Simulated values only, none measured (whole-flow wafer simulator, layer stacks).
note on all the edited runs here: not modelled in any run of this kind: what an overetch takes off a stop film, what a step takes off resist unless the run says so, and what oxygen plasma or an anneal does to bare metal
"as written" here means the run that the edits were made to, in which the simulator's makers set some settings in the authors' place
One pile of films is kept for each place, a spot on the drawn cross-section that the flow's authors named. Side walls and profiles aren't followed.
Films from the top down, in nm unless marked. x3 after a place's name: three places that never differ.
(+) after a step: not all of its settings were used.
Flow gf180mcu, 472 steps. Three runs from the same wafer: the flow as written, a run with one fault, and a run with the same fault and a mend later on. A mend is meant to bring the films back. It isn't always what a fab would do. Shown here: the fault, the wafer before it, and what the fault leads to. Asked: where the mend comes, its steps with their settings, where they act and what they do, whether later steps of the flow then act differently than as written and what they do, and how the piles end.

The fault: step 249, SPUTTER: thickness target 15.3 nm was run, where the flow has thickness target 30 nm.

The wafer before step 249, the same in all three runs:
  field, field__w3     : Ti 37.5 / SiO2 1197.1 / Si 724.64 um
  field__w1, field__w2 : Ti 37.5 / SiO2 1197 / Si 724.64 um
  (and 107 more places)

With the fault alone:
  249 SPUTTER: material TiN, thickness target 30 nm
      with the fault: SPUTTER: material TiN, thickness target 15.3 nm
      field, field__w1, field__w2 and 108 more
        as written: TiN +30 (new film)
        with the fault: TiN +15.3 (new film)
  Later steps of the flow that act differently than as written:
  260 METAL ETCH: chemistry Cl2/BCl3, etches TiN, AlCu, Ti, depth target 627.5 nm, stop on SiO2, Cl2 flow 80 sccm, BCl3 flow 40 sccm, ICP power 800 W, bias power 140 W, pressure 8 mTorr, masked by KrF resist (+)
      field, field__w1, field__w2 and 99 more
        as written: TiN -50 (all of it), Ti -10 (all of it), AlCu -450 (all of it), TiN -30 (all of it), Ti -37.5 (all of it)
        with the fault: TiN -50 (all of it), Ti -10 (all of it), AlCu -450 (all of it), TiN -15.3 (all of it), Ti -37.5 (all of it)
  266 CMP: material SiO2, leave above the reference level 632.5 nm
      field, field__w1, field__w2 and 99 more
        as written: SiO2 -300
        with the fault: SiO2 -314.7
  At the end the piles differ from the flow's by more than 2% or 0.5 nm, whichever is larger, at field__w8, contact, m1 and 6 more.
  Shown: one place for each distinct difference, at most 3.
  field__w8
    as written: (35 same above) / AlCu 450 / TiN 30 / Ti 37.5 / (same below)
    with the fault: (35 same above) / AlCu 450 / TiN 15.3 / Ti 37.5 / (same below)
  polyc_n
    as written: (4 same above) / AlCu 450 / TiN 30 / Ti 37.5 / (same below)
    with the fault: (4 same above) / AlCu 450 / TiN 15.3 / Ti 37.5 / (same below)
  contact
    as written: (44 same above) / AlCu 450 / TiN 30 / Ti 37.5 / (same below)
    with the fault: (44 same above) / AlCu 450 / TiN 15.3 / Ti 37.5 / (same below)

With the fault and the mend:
  The mend comes after step 249.
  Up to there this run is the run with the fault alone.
  249a SPUTTER: material TiN, thickness target 14.7 nm (the flow's step 249 once more, with other settings)
      field, field__w1, field__w2 and 108 more
        TiN +14.7
  No later step of the flow acts differently than as written at any place that is followed.
  At the end the piles are the same as the flow's at every place that both follow.
